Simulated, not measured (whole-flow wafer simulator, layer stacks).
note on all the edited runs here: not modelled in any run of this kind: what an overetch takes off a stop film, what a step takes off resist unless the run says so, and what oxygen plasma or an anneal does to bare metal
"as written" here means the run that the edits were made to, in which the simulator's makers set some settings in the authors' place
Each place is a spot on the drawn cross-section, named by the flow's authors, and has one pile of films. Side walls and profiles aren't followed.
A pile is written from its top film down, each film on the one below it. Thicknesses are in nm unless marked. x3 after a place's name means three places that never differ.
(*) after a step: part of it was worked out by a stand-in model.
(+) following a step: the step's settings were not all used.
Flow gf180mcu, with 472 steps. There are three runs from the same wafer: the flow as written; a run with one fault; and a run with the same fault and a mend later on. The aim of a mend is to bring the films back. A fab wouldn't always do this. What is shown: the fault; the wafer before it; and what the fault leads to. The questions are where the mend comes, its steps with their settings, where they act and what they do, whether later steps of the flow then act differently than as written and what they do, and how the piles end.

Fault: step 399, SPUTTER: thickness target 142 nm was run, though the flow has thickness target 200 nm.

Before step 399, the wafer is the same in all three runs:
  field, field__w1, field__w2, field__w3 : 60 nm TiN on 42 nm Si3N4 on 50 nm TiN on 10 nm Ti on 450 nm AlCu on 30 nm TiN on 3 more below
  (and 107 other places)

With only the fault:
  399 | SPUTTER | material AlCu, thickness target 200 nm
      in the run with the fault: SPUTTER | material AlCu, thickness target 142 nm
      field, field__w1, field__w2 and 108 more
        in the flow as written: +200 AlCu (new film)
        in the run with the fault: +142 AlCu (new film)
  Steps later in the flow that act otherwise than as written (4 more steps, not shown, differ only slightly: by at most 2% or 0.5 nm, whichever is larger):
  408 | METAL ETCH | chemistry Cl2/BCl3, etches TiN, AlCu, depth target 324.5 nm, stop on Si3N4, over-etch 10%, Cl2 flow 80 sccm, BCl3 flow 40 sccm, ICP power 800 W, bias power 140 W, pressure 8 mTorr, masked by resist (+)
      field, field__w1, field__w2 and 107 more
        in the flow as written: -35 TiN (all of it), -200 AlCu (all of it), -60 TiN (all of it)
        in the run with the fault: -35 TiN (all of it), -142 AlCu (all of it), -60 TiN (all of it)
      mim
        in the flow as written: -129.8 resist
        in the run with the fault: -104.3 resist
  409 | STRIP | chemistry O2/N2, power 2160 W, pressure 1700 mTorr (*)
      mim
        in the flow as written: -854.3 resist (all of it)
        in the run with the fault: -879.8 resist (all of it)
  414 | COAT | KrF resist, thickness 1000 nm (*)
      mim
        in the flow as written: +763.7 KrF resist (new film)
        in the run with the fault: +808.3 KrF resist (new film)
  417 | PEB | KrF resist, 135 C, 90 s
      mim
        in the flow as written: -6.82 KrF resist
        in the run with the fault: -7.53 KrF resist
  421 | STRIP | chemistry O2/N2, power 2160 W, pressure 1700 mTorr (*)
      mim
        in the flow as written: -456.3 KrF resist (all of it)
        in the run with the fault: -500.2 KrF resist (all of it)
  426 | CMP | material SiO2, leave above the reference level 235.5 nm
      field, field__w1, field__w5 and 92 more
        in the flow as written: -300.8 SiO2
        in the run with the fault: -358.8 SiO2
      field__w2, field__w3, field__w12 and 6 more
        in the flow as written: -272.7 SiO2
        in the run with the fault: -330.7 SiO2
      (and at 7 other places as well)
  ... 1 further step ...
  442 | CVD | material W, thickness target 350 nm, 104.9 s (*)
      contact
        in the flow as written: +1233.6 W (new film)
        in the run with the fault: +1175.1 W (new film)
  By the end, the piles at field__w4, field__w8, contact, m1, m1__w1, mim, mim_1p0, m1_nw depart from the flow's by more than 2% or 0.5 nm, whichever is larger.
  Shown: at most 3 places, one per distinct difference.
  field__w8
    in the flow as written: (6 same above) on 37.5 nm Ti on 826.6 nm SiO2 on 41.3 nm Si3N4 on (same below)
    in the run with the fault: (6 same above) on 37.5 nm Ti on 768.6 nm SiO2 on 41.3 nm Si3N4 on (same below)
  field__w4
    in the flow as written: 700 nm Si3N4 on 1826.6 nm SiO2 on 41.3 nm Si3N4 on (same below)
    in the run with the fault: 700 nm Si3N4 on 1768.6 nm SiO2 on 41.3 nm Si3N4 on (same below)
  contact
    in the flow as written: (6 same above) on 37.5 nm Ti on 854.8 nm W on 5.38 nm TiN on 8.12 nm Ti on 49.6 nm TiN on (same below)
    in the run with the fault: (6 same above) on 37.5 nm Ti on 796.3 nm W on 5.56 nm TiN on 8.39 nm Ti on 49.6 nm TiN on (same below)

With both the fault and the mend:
  The mend follows step 399.
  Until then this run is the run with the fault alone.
  399a | SPUTTER | material AlCu, thickness target 58 nm (the flow's step 399 again, with other settings)
      field, field__w1, field__w2 and 108 more
        +58 AlCu
  Later steps of the flow that are run all act as written at every place that is followed.
  The piles end the same as the flow's at every place that both follow.
